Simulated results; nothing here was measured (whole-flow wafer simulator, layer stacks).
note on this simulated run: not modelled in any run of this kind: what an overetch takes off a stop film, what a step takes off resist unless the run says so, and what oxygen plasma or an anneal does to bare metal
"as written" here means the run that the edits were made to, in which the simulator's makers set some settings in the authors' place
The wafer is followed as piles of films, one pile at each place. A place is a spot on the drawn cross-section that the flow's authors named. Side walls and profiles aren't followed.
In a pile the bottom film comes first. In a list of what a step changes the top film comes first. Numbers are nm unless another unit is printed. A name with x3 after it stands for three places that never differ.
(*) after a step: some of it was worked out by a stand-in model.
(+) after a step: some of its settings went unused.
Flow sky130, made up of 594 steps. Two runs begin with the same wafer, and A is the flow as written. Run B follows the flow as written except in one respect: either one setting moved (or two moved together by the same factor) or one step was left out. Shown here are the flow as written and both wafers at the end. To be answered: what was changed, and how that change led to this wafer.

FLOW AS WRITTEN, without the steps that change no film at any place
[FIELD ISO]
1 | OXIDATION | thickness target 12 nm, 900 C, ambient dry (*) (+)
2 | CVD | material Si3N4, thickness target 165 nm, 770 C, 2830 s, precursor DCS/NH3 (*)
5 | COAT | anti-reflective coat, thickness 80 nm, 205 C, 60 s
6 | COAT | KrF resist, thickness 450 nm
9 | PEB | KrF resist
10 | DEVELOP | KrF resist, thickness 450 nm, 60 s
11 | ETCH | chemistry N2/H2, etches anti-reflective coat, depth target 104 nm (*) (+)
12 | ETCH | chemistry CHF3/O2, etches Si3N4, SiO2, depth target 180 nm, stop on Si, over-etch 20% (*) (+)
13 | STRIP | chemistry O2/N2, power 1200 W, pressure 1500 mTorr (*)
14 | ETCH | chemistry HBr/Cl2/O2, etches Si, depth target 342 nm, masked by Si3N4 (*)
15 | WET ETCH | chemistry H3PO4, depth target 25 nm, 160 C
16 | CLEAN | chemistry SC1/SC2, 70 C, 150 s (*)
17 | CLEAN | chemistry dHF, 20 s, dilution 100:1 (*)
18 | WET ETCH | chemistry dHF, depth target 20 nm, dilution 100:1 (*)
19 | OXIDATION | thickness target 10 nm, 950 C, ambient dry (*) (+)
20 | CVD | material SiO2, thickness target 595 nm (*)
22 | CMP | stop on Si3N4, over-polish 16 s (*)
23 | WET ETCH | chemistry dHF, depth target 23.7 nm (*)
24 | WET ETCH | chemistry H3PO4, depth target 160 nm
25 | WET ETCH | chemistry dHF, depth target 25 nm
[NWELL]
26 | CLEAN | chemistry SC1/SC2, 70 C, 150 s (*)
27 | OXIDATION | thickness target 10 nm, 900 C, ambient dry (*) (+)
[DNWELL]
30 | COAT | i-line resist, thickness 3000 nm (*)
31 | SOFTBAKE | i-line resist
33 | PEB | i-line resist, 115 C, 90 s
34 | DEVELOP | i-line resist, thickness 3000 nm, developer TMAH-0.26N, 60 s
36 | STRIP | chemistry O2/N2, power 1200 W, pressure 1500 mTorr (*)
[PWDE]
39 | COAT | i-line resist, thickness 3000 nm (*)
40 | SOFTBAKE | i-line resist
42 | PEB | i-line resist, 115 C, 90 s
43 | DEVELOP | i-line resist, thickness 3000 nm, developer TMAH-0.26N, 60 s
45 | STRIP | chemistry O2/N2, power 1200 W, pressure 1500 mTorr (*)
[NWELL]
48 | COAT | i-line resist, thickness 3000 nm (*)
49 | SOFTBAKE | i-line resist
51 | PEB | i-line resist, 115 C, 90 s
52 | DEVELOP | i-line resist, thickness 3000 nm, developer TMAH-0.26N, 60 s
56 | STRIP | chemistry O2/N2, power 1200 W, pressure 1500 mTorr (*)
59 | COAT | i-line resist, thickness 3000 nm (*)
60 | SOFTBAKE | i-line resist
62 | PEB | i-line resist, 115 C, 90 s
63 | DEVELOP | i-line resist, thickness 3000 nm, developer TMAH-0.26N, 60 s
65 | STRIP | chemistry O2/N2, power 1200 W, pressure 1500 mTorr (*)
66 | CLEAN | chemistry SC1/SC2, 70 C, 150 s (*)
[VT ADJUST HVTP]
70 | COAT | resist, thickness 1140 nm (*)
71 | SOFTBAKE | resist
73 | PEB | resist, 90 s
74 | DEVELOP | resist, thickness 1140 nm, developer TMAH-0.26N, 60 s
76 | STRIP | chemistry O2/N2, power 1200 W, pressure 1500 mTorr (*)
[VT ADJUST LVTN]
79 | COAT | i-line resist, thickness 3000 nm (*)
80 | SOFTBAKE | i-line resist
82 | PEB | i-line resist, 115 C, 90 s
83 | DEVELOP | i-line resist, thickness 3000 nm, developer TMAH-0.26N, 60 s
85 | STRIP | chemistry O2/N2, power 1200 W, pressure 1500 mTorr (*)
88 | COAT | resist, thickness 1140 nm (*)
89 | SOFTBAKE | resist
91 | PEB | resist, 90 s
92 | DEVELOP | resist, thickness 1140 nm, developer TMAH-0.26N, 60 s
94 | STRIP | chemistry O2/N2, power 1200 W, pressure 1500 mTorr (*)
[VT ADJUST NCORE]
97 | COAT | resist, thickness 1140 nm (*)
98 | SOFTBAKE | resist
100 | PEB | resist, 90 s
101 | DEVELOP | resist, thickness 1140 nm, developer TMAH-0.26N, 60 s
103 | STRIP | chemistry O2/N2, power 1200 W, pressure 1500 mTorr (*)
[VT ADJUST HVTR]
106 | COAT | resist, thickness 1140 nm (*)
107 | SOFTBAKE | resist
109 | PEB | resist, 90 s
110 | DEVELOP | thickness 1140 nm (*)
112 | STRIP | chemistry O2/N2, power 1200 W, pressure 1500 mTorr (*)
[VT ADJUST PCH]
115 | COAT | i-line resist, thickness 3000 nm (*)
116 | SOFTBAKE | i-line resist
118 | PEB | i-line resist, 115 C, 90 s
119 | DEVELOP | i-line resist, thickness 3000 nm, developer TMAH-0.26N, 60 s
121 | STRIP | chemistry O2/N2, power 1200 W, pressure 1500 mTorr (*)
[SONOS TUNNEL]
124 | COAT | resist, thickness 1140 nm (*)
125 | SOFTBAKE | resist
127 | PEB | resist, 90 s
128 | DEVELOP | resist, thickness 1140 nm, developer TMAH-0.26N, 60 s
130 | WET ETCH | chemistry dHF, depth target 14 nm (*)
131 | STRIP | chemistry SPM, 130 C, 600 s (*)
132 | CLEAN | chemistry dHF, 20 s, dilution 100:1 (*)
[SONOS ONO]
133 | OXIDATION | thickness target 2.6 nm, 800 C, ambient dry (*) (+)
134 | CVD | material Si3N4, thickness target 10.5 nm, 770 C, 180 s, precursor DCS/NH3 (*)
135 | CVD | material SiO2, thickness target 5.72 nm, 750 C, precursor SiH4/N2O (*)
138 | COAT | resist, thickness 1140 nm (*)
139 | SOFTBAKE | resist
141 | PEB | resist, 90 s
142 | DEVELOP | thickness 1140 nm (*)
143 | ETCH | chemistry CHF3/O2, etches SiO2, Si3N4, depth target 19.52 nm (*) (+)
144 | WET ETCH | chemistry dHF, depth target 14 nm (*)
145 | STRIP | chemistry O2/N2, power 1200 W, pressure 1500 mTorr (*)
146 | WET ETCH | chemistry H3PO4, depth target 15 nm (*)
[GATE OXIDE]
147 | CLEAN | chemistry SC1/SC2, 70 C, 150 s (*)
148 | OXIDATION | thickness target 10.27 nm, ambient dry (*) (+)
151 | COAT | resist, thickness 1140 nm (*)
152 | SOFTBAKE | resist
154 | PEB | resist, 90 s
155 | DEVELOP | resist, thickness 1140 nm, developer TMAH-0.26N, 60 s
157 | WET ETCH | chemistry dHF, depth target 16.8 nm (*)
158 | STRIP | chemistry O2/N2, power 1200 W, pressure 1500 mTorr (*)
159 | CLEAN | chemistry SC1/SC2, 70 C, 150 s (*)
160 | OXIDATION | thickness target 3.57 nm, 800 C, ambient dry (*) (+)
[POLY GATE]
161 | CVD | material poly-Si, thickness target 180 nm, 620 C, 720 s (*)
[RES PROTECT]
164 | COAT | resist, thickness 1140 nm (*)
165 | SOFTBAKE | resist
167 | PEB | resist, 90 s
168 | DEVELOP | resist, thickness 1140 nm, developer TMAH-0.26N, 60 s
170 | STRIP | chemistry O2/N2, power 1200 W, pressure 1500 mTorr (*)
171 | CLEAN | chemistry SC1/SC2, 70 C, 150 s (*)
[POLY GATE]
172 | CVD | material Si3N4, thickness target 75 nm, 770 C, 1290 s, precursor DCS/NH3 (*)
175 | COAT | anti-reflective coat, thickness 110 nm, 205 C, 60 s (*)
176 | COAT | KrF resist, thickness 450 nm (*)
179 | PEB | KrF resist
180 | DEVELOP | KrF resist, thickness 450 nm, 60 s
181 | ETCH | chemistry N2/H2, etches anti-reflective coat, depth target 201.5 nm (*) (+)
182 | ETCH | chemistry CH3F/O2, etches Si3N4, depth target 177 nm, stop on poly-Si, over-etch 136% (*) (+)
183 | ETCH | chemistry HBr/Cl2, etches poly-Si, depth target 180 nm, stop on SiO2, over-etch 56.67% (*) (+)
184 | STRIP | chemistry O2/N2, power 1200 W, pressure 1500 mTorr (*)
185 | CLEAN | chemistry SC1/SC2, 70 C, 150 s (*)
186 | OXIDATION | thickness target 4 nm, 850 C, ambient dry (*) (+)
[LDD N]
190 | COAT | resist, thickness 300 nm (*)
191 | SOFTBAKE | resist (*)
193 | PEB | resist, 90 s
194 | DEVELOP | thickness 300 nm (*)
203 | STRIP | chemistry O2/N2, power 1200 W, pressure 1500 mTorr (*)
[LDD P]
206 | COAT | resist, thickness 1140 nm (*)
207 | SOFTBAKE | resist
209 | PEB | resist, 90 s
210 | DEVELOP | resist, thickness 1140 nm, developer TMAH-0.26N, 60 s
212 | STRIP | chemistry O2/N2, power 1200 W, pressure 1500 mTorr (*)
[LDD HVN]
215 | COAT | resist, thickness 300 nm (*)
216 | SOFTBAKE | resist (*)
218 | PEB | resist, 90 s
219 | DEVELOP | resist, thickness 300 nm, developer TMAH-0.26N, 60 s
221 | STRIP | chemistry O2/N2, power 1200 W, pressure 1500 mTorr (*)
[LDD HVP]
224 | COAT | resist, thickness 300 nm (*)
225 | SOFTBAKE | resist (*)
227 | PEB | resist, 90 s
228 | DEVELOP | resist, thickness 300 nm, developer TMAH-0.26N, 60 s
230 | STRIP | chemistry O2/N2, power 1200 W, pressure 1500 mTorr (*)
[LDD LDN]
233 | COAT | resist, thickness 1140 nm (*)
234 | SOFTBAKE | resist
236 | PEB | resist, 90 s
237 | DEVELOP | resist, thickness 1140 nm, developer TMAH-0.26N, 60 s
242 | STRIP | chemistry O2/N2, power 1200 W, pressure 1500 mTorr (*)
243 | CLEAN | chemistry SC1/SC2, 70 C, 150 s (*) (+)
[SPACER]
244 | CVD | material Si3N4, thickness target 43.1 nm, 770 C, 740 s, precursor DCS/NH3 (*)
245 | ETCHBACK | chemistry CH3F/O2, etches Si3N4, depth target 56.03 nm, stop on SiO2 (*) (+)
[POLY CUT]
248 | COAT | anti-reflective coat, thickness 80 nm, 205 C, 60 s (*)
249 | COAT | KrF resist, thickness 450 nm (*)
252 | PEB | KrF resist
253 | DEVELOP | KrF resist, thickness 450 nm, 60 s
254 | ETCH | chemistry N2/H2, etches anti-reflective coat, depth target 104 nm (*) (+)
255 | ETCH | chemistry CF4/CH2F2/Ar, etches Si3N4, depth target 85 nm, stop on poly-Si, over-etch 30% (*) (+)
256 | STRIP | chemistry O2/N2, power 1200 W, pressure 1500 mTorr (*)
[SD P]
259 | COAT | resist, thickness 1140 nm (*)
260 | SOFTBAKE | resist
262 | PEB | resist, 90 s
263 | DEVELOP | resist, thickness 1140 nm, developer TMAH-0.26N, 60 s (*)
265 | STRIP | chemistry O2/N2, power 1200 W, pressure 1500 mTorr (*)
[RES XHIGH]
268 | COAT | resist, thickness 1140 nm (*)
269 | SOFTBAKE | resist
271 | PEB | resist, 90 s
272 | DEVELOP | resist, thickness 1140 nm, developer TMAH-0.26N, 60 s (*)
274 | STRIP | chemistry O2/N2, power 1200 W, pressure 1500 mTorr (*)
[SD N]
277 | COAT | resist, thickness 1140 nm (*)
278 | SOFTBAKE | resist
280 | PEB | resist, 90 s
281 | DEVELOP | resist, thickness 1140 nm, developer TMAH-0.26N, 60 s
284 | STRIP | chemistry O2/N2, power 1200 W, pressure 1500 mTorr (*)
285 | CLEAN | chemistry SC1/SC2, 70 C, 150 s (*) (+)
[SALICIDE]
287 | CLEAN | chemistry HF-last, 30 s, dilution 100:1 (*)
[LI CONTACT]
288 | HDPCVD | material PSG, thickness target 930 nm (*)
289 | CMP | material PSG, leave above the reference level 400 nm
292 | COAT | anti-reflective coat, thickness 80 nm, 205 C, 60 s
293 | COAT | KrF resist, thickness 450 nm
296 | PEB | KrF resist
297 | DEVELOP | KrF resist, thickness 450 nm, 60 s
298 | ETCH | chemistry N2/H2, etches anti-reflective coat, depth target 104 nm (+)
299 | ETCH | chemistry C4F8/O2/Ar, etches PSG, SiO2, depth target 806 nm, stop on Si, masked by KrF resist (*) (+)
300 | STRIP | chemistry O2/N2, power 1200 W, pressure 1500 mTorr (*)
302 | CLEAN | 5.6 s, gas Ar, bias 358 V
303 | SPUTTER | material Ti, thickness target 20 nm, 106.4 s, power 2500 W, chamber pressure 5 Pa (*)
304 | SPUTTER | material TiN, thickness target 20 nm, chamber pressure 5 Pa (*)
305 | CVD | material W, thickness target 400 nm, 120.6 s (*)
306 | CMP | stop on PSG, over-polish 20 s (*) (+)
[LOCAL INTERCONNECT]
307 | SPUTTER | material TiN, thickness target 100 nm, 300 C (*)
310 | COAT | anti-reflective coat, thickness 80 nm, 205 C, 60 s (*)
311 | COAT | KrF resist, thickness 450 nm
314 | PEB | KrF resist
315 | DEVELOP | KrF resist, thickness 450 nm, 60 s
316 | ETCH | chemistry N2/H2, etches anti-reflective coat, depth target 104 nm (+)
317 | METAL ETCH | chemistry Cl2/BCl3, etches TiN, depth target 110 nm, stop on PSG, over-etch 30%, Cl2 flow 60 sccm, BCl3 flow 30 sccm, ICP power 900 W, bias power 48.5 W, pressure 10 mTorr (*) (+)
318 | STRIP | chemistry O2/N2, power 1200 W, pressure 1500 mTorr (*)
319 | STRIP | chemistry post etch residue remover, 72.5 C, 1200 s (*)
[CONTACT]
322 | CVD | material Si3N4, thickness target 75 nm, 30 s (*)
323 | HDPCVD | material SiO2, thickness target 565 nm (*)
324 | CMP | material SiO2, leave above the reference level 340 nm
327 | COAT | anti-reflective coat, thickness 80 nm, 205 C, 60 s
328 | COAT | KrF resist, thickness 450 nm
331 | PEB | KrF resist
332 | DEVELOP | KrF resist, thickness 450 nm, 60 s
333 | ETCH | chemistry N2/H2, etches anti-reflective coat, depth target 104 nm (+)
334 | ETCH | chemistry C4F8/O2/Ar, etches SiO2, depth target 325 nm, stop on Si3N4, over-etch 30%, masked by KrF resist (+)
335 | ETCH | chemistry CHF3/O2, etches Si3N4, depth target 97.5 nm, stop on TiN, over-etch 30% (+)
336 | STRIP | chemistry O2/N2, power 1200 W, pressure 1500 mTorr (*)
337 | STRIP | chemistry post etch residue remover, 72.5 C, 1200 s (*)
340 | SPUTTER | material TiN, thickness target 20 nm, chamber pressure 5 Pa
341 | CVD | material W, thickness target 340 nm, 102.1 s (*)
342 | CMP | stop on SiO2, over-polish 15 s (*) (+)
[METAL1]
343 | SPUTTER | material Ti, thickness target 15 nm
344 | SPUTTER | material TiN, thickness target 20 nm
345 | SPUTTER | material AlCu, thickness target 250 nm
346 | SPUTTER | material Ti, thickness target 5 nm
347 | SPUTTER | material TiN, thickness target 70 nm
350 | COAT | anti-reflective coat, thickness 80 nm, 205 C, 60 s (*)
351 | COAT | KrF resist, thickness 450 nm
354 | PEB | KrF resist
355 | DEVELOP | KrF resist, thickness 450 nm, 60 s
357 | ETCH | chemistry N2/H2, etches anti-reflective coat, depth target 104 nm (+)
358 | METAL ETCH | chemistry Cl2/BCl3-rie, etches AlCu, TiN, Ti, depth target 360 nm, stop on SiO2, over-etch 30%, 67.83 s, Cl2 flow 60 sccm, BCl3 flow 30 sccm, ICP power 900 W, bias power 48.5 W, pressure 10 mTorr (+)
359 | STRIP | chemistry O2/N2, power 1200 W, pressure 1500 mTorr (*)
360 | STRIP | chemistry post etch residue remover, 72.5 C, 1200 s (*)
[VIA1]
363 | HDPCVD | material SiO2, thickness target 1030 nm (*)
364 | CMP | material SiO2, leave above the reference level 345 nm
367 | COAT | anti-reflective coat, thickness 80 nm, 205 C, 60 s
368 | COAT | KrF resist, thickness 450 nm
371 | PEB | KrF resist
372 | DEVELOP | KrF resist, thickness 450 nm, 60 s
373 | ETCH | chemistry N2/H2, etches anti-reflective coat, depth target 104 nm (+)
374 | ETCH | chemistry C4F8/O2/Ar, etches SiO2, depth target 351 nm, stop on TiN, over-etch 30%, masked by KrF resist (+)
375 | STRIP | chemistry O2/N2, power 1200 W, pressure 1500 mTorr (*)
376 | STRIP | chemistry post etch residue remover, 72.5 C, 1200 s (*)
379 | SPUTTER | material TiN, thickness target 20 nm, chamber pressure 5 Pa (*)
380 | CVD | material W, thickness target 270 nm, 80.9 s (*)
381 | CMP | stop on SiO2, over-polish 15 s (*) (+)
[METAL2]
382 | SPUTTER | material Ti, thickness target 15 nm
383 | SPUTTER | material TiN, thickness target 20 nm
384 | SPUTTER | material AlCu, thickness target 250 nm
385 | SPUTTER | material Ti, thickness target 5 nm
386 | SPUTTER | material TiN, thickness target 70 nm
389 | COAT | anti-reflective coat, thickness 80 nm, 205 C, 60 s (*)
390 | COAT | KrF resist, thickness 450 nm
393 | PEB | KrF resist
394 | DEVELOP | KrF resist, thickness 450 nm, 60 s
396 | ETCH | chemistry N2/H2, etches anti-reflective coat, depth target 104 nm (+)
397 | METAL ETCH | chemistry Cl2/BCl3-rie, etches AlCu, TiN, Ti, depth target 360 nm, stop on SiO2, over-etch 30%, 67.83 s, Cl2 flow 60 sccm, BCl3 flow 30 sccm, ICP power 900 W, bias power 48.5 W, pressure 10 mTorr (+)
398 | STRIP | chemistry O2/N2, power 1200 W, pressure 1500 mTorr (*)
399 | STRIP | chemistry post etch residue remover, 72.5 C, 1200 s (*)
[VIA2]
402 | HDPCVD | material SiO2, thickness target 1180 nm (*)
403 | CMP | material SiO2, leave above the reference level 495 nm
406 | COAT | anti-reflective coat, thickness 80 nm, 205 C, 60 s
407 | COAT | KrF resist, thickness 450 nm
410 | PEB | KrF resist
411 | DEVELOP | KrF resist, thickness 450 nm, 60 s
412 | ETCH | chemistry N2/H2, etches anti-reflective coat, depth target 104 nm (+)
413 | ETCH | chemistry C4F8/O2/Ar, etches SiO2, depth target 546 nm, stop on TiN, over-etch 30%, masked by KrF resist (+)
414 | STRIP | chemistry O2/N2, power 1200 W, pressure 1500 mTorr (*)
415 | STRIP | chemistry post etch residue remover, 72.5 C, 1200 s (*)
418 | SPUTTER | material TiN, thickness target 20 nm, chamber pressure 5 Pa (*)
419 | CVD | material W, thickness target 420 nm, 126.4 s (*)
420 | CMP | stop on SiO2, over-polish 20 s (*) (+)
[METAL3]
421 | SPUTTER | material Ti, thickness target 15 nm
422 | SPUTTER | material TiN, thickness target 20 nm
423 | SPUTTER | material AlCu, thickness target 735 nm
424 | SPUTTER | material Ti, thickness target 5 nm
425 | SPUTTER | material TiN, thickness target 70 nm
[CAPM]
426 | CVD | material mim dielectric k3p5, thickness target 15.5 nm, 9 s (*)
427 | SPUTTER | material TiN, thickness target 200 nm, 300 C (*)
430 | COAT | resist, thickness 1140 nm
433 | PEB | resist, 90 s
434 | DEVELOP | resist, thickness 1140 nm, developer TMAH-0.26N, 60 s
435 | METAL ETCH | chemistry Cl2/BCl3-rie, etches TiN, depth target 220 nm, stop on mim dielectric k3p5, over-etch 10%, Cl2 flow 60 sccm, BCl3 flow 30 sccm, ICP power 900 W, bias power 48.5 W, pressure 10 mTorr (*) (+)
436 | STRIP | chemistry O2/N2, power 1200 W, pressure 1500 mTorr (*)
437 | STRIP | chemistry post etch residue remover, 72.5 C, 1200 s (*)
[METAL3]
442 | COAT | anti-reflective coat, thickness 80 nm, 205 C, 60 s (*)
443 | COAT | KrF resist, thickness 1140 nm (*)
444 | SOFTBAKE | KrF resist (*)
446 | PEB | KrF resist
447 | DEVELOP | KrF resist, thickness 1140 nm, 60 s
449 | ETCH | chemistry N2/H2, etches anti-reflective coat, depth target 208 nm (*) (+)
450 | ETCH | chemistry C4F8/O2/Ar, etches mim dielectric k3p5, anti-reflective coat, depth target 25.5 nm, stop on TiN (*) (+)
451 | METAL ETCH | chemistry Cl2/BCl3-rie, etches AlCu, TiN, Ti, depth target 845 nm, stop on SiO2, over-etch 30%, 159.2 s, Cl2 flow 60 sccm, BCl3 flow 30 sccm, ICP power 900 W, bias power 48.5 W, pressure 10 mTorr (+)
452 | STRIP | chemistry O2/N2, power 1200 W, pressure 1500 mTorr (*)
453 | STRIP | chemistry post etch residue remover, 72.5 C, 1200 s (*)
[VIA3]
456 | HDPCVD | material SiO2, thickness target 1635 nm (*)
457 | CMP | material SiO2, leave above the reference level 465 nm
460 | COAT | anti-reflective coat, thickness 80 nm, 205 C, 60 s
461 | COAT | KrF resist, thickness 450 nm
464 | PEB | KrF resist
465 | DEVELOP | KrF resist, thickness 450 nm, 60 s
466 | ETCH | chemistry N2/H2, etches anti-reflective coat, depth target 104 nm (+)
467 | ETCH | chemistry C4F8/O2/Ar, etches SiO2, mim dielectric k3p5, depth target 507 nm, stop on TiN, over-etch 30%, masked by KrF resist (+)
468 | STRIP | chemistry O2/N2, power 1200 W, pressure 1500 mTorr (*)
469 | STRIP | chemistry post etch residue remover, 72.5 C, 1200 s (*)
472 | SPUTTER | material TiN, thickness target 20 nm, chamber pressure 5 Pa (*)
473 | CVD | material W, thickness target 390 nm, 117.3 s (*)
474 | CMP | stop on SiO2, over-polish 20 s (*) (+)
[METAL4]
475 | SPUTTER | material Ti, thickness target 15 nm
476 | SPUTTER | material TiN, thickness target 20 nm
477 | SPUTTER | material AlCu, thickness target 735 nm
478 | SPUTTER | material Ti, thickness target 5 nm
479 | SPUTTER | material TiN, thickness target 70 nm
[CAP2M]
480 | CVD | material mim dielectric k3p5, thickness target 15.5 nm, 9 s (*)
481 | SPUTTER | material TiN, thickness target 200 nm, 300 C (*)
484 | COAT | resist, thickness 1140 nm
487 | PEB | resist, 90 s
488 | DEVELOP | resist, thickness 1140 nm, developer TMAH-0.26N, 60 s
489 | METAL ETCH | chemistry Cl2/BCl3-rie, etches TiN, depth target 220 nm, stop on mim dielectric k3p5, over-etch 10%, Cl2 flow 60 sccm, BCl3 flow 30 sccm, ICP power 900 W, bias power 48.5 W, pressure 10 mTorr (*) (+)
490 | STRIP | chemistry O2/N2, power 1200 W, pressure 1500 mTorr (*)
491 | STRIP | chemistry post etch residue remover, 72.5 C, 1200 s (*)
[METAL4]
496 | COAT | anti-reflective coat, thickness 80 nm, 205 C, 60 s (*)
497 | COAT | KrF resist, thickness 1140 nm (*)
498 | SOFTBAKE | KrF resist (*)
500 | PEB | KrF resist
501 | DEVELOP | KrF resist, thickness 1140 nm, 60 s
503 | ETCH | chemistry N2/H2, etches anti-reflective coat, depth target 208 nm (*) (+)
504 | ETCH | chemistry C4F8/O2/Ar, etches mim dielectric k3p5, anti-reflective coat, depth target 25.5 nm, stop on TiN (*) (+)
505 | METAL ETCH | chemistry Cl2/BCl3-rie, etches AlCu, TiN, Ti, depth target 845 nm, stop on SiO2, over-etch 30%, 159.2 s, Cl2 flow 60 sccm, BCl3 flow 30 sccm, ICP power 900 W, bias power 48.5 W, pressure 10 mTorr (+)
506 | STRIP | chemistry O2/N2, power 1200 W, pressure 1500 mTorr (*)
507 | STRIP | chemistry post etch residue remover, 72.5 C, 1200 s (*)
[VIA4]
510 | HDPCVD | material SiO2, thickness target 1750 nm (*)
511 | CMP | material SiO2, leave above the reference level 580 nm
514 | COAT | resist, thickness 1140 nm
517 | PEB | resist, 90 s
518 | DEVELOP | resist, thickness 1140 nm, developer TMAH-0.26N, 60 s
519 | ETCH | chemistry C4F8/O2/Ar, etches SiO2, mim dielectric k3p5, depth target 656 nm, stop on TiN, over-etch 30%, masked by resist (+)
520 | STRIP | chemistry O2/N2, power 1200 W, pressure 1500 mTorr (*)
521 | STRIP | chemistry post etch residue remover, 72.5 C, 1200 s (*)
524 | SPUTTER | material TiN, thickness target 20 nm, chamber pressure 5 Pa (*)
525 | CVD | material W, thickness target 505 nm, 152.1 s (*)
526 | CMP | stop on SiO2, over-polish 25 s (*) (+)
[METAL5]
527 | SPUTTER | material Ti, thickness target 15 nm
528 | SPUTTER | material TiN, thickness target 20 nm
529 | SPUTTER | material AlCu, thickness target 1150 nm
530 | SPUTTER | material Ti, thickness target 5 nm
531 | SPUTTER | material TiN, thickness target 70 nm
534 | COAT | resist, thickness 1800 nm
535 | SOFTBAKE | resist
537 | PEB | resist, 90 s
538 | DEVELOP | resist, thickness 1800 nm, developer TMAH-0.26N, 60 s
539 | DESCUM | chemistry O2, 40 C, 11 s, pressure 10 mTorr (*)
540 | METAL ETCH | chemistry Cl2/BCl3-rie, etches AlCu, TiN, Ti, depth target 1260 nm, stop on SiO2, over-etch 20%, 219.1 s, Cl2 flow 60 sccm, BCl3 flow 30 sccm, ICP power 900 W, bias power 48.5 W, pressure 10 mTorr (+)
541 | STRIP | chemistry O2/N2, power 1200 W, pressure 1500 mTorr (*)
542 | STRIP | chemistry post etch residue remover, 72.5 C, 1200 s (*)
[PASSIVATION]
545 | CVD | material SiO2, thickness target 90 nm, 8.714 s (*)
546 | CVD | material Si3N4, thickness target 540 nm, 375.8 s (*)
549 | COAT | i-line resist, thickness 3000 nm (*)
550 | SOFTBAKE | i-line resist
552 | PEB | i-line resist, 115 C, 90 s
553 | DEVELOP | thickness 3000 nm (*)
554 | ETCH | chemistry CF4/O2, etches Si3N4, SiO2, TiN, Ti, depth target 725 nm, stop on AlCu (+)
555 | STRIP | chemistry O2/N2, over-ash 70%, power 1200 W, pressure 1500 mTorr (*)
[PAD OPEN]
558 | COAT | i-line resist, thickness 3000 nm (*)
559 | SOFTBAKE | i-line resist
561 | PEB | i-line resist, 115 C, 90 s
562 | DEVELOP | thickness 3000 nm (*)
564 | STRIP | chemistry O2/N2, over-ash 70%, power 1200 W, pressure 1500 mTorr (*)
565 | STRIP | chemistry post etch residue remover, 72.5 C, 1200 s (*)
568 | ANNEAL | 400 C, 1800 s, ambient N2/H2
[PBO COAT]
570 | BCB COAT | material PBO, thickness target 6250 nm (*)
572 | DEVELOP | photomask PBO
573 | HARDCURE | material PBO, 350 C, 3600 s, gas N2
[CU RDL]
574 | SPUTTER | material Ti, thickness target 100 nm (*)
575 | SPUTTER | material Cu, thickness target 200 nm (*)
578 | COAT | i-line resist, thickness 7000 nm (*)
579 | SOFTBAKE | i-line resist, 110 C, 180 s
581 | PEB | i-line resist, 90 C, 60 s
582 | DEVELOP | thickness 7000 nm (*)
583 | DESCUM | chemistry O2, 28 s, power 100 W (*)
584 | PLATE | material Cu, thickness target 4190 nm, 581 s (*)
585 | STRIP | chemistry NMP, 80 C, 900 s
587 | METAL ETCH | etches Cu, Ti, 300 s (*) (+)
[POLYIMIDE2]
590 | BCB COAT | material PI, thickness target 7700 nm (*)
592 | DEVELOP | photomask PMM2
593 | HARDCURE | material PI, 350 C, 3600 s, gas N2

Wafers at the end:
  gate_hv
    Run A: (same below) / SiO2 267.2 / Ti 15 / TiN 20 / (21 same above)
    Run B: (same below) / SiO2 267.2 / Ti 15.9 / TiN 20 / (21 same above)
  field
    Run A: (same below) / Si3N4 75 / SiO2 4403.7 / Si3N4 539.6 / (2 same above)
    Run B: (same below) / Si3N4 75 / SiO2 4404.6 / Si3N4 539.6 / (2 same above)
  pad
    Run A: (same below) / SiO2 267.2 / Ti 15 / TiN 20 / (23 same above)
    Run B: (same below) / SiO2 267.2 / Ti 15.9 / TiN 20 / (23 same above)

The reason: step 382, SPUTTER: thickness target 15.9 nm was run, though the flow has thickness target 15 nm.
The wafer lets one read it off: gate_hv has Ti 15.9, and step 382 as written asks for 15 nm.

Step by step, how the change led to this:
  382 | SPUTTER | material Ti, thickness target 15 nm
      field, active, n_well and 188 more: A Ti gains 15 (new film) | B Ti gains 15.9 (new film)
  397 | METAL ETCH | chemistry Cl2/BCl3-rie, etches AlCu, TiN, Ti, depth target 360 nm, stop on SiO2, over-etch 30%, 67.83 s, Cl2 flow 60 sccm, BCl3 flow 30 sccm, ICP power 900 W, bias power 48.5 W, pressure 10 mTorr (+)
      field, active, gate and 82 more: A TiN loses 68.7 (all of it), Ti loses 5 (all of it), AlCu loses 250 (all of it), TiN loses 20 (all of it), Ti loses 15 (all of it), SiO2 loses 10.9 | B TiN loses 68.7 (all of it), Ti loses 5 (all of it), AlCu loses 250 (all of it), TiN loses 20 (all of it), Ti loses 15.9 (all of it), SiO2 loses 10.8
